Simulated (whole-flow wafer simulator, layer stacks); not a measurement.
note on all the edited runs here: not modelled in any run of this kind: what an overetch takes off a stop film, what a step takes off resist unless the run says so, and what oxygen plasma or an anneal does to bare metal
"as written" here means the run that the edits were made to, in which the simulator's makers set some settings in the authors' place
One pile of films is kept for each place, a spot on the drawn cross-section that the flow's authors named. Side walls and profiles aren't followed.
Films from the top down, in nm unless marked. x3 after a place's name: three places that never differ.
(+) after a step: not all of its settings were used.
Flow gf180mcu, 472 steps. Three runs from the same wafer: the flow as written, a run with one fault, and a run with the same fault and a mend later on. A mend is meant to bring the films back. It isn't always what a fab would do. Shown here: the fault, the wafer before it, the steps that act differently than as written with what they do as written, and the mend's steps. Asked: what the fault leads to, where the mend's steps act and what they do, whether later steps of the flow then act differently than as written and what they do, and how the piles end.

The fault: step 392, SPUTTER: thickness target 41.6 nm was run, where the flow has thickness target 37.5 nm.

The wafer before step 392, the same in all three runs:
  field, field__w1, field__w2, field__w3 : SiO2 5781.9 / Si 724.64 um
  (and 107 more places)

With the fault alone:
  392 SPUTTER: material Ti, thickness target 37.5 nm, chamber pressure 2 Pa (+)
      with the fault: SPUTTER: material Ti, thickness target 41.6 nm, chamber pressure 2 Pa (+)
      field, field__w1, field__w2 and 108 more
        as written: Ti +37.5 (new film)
        with the fault: Ti +41.6 (new film)
  Later steps of the flow that act differently than as written (2 more steps differ only slightly, by at most 2% or 0.5 nm, whichever is larger, and aren't shown):
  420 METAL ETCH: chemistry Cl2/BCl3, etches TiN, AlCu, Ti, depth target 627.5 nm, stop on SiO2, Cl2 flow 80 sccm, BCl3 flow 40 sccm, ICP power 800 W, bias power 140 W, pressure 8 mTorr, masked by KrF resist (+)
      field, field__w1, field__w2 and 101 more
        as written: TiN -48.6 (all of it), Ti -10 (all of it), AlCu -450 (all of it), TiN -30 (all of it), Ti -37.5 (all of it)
        with the fault: TiN -48.6 (all of it), Ti -10 (all of it), AlCu -450 (all of it), TiN -30 (all of it), Ti -41.6 (all of it)
  At the end the piles differ from the flow's by more than 2% or 0.5 nm, whichever is larger, at field__w4, field__w8, contact, m1, m1__w1, mim, mim_1p0, m1_nw.
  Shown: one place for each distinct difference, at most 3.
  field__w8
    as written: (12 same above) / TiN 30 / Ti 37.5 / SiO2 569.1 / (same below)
    with the fault: (12 same above) / TiN 30 / Ti 41.6 / SiO2 569.1 / (same below)
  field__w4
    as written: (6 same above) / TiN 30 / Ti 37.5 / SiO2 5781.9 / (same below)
    with the fault: (6 same above) / TiN 30 / Ti 41.6 / SiO2 5781.9 / (same below)
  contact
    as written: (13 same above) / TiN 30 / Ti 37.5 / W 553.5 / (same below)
    with the fault: (13 same above) / TiN 30 / Ti 41.6 / W 553.5 / (same below)

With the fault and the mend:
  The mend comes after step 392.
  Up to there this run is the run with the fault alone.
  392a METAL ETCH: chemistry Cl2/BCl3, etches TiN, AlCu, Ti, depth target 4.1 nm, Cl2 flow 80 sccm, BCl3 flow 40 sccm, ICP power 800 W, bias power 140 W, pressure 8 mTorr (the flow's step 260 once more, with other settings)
      field, field__w1, field__w2 and 108 more
        Ti -4.1
  No later step of the flow acts differently than as written at any place that is followed.
  At the end the piles are the same as the flow's at every place that both follow.
